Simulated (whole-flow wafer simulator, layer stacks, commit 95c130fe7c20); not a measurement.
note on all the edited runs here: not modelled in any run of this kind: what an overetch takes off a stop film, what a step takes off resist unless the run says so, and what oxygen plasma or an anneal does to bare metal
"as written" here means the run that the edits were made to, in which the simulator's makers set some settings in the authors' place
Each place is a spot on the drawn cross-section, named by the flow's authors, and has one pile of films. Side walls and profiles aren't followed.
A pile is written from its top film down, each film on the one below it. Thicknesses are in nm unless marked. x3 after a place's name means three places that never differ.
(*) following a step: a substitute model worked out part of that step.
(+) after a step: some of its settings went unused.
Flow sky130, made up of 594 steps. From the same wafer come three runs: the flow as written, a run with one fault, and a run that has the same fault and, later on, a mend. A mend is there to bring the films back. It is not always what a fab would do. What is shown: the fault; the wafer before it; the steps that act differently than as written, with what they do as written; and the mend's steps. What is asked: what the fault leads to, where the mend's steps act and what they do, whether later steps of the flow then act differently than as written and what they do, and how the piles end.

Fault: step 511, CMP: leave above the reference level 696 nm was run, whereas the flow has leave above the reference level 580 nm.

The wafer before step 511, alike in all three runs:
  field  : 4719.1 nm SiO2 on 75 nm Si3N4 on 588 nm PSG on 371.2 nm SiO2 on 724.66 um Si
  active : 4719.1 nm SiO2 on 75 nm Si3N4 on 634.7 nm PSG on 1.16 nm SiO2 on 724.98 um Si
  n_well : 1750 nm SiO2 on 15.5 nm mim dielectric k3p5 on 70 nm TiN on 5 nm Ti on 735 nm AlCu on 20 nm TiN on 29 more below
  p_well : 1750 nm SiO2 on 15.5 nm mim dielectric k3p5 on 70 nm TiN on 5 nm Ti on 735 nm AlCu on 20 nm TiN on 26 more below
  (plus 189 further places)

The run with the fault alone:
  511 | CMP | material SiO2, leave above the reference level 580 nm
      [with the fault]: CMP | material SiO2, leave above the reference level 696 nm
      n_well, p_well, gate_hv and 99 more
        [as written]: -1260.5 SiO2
        [with the fault]: -1144.5 SiO2
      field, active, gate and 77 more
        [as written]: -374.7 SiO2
        [with the fault]: -258.7 SiO2
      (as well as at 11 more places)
  Steps later in the flow that act otherwise than as written:
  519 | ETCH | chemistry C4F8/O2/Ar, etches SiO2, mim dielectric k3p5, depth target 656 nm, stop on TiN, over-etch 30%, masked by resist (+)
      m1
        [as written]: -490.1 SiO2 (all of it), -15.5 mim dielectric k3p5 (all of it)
        [with the fault]: -606.1 SiO2 (all of it), -15.5 mim dielectric k3p5 (all of it)
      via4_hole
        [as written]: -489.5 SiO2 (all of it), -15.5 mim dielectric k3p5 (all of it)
        [with the fault]: -605.5 SiO2 (all of it), -15.5 mim dielectric k3p5 (all of it)
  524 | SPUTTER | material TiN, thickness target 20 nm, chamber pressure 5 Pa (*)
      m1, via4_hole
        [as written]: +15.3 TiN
        [with the fault]: +14.5 TiN
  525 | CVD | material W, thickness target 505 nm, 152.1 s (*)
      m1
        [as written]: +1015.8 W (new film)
        [with the fault]: +1132.5 W (new film)
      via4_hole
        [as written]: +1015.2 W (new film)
        [with the fault]: +1131.9 W (new film)
  By the end, the piles at field, active, n_well and 190 more depart from the flow's by more than 2% or 0.5 nm, whichever is larger.
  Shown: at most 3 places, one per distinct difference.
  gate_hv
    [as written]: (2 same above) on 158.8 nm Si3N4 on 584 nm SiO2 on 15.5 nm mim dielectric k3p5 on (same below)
    [with the fault]: (2 same above) on 158.8 nm Si3N4 on 700 nm SiO2 on 15.5 nm mim dielectric k3p5 on (same below)
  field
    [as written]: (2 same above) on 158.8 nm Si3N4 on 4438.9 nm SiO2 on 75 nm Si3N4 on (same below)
    [with the fault]: (2 same above) on 158.8 nm Si3N4 on 4554.9 nm SiO2 on 75 nm Si3N4 on (same below)
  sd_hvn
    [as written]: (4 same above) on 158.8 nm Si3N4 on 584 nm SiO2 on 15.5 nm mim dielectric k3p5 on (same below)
    [with the fault]: (4 same above) on 158.8 nm Si3N4 on 700 nm SiO2 on 15.5 nm mim dielectric k3p5 on (same below)

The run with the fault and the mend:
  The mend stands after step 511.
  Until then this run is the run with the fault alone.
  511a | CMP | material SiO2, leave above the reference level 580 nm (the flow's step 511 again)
      field, active, n_well and 190 more
        -116 SiO2
  None of the later steps of the flow acts differently than as written at any place that is followed.
  By the end, the piles equal the flow's at every place that both follow.
